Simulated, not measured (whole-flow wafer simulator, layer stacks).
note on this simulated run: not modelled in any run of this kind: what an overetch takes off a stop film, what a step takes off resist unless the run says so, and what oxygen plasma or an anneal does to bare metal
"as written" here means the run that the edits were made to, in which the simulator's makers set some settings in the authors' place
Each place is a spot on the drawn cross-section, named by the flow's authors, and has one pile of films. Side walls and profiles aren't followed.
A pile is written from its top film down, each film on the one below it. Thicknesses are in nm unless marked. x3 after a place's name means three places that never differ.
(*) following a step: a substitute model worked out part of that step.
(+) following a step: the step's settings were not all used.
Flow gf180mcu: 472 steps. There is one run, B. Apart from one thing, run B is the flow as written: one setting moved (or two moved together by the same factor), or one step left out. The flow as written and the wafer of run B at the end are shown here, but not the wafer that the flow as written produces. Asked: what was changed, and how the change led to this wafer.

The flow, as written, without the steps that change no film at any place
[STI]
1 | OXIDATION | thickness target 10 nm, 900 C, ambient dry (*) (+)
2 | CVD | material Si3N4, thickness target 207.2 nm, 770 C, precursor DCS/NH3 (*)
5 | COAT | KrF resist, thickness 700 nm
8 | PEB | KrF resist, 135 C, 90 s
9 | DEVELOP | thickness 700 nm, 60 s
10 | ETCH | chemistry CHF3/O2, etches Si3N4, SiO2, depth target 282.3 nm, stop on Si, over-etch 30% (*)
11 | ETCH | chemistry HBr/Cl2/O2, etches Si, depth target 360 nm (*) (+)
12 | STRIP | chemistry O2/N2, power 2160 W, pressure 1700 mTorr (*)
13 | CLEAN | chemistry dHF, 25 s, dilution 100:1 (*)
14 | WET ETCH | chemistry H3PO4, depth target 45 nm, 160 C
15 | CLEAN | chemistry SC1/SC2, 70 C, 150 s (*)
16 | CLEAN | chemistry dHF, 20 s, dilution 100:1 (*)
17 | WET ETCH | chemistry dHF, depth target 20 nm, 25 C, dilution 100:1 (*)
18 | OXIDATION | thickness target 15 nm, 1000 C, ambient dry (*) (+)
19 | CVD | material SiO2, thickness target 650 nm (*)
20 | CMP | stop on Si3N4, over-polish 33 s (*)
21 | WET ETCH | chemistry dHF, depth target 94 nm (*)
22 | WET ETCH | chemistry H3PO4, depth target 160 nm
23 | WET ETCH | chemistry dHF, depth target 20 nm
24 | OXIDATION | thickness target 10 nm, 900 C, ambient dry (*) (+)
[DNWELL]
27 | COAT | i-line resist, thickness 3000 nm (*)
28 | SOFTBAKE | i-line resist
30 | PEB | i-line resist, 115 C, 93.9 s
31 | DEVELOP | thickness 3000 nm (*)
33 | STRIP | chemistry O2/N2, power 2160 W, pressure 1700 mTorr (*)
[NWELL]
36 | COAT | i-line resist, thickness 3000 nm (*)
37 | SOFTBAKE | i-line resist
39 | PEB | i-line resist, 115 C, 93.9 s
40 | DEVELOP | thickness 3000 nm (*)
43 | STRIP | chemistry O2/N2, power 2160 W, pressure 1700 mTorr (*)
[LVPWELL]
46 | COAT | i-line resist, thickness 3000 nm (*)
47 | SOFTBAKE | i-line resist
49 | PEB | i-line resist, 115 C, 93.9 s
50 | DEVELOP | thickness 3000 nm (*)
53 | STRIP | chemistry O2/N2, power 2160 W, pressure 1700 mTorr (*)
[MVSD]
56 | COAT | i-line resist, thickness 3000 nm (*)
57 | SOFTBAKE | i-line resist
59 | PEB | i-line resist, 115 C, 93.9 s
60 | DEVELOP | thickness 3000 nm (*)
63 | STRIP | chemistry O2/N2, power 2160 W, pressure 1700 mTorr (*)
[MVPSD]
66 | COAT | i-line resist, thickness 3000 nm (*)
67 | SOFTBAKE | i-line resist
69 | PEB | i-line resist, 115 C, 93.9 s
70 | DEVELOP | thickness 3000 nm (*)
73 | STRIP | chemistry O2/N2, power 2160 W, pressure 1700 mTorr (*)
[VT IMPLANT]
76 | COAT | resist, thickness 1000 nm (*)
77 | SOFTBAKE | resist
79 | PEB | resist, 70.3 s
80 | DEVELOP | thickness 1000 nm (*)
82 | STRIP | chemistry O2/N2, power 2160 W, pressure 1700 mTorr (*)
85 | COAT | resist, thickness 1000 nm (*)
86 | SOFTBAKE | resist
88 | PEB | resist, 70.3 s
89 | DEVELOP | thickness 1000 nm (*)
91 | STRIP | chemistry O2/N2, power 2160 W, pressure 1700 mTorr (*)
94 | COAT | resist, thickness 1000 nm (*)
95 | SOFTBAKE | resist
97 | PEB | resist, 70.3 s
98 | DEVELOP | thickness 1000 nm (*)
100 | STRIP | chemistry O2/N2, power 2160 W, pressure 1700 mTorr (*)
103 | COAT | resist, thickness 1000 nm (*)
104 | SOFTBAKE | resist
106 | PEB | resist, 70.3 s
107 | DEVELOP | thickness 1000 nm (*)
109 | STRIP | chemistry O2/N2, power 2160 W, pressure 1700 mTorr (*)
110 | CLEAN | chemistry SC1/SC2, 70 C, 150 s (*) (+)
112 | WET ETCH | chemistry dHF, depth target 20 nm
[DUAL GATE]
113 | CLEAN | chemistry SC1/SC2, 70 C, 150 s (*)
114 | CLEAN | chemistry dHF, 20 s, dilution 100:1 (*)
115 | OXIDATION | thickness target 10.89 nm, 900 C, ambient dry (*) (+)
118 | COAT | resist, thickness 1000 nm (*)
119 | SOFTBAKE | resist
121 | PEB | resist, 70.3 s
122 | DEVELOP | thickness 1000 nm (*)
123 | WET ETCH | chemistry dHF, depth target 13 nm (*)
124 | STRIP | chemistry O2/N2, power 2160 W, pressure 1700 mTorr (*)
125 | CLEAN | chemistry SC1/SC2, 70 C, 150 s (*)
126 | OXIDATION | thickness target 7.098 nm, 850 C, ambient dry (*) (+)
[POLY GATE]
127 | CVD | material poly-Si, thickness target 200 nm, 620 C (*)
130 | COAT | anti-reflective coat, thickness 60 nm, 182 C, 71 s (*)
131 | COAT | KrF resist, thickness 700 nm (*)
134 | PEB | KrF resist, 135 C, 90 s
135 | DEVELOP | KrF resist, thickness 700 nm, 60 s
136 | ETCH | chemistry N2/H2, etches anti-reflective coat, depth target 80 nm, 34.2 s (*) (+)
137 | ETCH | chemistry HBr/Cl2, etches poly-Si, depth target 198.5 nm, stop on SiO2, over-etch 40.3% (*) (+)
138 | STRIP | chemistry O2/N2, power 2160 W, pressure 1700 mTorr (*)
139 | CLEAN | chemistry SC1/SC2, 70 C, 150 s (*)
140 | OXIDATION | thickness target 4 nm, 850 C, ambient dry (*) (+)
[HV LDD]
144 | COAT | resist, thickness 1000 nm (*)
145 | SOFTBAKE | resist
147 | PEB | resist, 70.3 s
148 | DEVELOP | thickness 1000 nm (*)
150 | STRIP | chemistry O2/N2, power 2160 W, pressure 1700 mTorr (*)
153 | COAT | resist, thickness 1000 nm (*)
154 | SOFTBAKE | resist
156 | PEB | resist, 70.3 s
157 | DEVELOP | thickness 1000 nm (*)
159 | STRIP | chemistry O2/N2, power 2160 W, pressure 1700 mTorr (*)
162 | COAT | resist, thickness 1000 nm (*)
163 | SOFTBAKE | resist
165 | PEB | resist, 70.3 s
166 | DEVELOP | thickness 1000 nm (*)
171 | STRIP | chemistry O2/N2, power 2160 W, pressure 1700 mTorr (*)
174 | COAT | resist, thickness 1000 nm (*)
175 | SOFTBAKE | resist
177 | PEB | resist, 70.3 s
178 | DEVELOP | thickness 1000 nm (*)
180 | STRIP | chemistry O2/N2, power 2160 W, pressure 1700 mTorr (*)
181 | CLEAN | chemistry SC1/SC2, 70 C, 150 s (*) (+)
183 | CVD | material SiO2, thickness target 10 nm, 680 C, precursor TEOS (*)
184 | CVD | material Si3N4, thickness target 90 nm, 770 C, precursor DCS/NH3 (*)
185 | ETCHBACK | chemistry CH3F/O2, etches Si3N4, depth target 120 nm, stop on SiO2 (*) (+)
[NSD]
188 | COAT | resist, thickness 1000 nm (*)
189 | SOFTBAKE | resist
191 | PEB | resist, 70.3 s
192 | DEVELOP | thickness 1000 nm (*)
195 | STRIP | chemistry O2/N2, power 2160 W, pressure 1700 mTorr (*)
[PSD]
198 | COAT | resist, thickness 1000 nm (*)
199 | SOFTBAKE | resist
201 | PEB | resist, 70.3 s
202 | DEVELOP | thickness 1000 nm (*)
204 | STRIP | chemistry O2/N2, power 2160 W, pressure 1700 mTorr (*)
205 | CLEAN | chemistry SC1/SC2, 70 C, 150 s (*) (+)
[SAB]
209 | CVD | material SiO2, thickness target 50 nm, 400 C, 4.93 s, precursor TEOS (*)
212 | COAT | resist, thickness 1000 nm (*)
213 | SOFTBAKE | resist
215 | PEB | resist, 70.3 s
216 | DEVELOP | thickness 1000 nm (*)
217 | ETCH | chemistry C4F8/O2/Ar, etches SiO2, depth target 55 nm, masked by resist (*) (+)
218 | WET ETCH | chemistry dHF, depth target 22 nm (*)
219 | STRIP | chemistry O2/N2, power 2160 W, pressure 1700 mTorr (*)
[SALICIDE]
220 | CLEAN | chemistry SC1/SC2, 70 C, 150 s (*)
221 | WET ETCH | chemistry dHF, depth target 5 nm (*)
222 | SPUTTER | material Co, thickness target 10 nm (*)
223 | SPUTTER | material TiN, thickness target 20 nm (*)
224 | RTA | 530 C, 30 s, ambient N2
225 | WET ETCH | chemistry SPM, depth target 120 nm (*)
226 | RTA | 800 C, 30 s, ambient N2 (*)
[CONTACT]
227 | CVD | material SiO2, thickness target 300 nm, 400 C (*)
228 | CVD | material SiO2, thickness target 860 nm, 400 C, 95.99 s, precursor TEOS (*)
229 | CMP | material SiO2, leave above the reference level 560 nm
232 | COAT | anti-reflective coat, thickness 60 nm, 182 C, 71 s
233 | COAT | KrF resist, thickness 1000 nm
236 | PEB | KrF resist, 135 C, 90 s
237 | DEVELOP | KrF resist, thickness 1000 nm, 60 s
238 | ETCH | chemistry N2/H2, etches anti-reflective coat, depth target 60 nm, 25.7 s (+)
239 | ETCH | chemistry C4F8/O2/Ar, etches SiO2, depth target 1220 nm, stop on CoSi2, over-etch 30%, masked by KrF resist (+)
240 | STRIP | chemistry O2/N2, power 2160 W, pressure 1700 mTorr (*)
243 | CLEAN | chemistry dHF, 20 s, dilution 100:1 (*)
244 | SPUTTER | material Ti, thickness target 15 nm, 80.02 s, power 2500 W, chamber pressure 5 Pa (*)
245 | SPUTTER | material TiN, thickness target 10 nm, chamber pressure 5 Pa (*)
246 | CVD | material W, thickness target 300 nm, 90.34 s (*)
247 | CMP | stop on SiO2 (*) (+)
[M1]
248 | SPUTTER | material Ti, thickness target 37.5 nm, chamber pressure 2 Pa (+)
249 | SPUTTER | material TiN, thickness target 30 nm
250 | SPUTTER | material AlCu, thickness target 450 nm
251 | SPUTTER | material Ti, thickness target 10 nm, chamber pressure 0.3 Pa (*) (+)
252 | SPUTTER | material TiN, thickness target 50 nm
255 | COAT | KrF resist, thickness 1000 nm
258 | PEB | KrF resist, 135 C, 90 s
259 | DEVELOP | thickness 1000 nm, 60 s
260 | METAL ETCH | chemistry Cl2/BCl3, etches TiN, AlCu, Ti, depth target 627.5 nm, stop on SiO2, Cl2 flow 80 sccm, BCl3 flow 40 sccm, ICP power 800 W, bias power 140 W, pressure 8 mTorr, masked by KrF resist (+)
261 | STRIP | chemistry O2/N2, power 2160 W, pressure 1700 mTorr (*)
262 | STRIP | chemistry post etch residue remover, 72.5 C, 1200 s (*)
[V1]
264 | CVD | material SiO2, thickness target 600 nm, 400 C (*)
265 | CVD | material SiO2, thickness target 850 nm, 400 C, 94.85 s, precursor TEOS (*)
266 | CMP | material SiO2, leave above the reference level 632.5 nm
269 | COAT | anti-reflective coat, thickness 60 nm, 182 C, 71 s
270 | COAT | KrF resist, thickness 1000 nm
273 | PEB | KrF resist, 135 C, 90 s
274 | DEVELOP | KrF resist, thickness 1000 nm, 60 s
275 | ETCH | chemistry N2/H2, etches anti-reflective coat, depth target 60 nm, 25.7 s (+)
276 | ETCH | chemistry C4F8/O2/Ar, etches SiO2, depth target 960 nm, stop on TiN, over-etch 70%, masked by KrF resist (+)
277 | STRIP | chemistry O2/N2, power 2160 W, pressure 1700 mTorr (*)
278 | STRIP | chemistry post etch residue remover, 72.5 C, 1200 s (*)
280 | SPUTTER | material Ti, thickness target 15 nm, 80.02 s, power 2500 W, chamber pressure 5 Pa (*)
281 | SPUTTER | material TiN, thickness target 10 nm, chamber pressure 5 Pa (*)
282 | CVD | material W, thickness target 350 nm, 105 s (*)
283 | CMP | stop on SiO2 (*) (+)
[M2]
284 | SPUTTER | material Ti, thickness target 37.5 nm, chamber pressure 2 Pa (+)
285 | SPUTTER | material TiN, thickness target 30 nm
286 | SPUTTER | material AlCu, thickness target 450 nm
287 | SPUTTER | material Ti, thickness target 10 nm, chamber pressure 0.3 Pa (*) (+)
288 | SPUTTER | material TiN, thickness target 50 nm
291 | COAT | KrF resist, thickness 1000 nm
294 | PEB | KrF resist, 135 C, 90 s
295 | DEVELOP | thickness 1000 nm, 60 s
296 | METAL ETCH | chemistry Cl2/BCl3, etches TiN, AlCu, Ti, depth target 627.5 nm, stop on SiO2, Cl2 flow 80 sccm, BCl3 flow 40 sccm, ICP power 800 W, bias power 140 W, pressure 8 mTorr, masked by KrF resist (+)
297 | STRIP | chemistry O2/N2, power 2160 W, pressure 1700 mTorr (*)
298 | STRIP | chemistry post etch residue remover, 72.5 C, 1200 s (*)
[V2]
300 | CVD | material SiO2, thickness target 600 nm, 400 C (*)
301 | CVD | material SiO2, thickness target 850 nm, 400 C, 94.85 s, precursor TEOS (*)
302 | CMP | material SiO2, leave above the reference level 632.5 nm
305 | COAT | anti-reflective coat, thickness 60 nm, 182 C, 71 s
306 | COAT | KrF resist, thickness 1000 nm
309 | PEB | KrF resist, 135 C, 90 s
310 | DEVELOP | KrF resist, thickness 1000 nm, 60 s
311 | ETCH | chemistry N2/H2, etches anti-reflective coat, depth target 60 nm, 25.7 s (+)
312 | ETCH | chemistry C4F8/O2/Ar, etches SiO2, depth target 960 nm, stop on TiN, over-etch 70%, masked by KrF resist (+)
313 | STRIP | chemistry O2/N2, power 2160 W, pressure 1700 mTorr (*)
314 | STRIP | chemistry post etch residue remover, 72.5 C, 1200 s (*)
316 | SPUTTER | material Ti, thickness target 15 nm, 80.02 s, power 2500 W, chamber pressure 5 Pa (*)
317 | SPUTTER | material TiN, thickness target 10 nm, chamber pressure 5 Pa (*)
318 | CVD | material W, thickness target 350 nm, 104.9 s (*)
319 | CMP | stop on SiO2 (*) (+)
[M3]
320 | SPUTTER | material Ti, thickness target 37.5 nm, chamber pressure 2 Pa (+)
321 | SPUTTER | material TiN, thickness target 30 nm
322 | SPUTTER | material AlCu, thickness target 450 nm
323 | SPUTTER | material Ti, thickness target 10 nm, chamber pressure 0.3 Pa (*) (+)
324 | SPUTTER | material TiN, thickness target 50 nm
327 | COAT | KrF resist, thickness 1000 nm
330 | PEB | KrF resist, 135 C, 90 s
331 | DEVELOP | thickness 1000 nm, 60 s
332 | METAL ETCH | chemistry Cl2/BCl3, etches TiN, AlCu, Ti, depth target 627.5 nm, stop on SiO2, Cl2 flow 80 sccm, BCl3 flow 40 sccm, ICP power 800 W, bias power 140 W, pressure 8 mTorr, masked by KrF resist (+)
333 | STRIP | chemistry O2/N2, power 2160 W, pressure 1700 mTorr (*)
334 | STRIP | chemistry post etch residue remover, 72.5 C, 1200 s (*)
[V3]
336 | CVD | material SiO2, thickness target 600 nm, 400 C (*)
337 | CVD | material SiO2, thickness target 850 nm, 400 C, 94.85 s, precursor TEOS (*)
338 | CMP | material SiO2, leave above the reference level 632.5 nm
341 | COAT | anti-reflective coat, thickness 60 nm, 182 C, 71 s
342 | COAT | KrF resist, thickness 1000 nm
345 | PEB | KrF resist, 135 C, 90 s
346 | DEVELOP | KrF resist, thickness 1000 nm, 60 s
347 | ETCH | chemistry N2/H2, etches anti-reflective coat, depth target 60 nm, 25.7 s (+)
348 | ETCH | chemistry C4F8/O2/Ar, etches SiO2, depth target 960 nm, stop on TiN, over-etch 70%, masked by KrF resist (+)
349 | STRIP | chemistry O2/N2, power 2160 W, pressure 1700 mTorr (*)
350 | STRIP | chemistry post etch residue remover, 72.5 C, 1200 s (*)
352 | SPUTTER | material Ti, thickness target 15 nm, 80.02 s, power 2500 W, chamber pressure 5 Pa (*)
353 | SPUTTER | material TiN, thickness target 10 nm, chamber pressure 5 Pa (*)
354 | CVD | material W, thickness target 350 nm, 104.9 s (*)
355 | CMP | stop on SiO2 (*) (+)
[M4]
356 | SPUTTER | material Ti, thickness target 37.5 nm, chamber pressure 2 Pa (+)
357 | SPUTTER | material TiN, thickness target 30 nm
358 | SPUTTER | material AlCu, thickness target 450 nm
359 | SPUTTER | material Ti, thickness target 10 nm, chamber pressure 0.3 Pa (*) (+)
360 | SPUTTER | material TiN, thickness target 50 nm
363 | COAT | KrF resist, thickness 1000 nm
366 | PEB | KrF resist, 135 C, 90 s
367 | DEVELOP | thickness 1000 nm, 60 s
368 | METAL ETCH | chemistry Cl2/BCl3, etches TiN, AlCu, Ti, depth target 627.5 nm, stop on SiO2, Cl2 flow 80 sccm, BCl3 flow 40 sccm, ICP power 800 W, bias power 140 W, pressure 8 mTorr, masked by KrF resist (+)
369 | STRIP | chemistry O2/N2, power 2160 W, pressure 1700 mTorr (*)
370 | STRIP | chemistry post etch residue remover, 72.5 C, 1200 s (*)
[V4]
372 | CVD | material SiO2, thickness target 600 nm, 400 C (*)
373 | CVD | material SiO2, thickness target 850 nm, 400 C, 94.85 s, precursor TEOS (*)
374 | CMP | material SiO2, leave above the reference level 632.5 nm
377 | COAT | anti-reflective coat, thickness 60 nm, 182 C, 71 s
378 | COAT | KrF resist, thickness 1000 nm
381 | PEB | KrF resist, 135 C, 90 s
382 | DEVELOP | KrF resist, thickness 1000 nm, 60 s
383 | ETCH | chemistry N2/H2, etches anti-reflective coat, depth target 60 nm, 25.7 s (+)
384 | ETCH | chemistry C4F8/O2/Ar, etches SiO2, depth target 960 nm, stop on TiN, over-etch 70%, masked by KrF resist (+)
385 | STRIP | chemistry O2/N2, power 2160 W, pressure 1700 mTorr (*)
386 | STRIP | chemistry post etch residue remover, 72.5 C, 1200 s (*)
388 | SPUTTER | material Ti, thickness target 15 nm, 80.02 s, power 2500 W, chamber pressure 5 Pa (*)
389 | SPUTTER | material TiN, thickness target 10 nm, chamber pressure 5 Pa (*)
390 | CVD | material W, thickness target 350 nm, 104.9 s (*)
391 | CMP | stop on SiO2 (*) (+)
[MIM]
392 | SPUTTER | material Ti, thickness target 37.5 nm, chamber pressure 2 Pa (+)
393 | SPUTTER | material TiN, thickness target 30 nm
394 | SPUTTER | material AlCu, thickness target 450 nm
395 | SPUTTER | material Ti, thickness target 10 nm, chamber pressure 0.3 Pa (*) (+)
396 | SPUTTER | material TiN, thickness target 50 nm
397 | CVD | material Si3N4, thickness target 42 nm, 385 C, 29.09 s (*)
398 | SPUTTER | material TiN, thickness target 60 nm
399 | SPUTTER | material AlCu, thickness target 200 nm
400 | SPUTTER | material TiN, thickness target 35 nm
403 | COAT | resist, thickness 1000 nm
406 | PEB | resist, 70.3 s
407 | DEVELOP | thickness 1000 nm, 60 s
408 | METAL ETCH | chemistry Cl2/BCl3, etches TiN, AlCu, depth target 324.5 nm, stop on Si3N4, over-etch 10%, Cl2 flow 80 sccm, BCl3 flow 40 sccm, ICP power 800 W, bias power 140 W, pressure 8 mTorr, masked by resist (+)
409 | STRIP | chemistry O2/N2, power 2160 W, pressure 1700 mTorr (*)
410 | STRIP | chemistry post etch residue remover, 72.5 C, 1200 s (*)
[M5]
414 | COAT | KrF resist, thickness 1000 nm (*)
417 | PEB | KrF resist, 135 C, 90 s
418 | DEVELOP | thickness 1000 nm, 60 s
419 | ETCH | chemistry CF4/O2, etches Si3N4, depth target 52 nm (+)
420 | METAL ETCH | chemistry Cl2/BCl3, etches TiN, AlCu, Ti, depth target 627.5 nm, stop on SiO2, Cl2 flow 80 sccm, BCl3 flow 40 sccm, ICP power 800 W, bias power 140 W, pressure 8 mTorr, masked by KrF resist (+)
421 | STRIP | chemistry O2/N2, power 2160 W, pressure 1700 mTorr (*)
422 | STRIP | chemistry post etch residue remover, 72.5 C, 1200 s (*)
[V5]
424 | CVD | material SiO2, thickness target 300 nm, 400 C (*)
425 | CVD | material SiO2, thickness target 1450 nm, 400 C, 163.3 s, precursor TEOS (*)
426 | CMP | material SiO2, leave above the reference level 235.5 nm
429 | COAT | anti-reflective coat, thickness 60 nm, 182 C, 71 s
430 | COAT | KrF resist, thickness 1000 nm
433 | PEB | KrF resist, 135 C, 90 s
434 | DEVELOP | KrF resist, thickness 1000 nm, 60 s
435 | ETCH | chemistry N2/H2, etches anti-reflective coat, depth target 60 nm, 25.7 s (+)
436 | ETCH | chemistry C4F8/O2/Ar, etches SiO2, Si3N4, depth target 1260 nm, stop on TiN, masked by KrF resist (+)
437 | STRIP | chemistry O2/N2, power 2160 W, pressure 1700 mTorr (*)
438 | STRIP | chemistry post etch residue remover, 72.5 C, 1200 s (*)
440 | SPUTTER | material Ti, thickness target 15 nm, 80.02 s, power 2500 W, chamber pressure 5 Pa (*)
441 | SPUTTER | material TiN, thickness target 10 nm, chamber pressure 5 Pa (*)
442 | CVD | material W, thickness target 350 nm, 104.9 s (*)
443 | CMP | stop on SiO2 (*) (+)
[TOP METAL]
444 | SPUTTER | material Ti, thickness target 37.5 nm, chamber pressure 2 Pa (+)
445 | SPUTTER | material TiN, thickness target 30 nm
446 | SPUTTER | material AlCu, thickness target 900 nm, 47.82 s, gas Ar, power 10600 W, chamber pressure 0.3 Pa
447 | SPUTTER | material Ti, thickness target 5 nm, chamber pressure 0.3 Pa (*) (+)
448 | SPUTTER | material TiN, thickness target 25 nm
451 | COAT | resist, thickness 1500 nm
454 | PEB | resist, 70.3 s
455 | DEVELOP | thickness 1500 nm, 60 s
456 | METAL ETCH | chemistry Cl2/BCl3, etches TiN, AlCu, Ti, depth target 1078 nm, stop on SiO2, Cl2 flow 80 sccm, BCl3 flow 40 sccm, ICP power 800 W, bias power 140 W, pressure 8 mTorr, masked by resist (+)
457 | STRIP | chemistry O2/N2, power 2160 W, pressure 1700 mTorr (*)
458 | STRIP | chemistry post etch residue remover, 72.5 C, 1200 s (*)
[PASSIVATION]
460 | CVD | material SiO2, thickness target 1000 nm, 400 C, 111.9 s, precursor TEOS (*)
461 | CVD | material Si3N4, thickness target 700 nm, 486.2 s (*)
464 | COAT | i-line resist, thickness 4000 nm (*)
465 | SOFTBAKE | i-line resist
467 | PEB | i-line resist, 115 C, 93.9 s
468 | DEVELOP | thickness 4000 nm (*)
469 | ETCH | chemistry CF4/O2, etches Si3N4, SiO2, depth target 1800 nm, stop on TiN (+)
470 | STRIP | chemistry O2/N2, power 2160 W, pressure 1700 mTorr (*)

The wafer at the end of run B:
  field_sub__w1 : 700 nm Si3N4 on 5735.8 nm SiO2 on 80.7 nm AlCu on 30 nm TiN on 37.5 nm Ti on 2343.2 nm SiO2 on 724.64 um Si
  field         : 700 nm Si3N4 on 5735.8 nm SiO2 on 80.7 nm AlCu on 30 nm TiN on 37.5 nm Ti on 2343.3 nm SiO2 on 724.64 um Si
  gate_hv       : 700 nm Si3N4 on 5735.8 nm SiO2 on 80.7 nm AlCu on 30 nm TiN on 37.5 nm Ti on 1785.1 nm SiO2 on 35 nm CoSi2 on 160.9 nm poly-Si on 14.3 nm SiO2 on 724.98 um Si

What caused this: step 296, METAL ETCH: depth target 423.6 nm was run, whereas the flow has depth target 627.5 nm.

How this came from the change, step by step:
  296 | METAL ETCH | chemistry Cl2/BCl3, etches TiN, AlCu, Ti, depth target 627.5 nm, stop on SiO2, Cl2 flow 80 sccm, BCl3 flow 40 sccm, ICP power 800 W, bias power 140 W, pressure 8 mTorr, masked by KrF resist (+)
      field, field__w1, field__w2 and 103 more: TiN loses 50 (all of it), Ti loses 10 (all of it), AlCu loses 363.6 (in the flow as written it would be: TiN loses 50 (all of it), Ti loses 10 (all of it), AlCu loses 450 (all of it), TiN loses 30 (all of it), Ti loses 37.5 (all of it))
      field__w8, contact, m1, m1__w1, m1_nw: KrF resist loses 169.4 (in the flow as written it would be: KrF resist loses 251)
  297 | STRIP | chemistry O2/N2, power 2160 W, pressure 1700 mTorr (*)
      field__w8, contact, m1, m1__w1, m1_nw: KrF resist loses 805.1 (all of it) (in the flow as written it would be: KrF resist loses 723.5 (all of it))
  298 | STRIP | chemistry post etch residue remover, 72.5 C, 1200 s (*)
      field, field__w1, field__w2 and 103 more: AlCu loses 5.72 (in the flow as written it would be: nothing)
  300 | CVD | material SiO2, thickness target 600 nm, 400 C (*)
      field, field__w1, field__w2 and 103 more: SiO2 gains 600 (new film) (in the flow as written it would be: SiO2 gains 600)
  302 | CMP | material SiO2, leave above the reference level 632.5 nm
      field, field__w1, field__w2 and 103 more: SiO2 loses 448.2 (in the flow as written it would be: SiO2 loses 300)
Taking metal films that touch as one body, field_sub__w1 has 1 body; the flow as written gives 0 bodies.
Taking metal films that touch as one body, field has 1 body; the flow as written gives 0 bodies.
Taking metal films that touch as one body, gate_hv has 2 bodies (between them, from the top down: SiO2 1785.1); the flow as written gives 1 body.
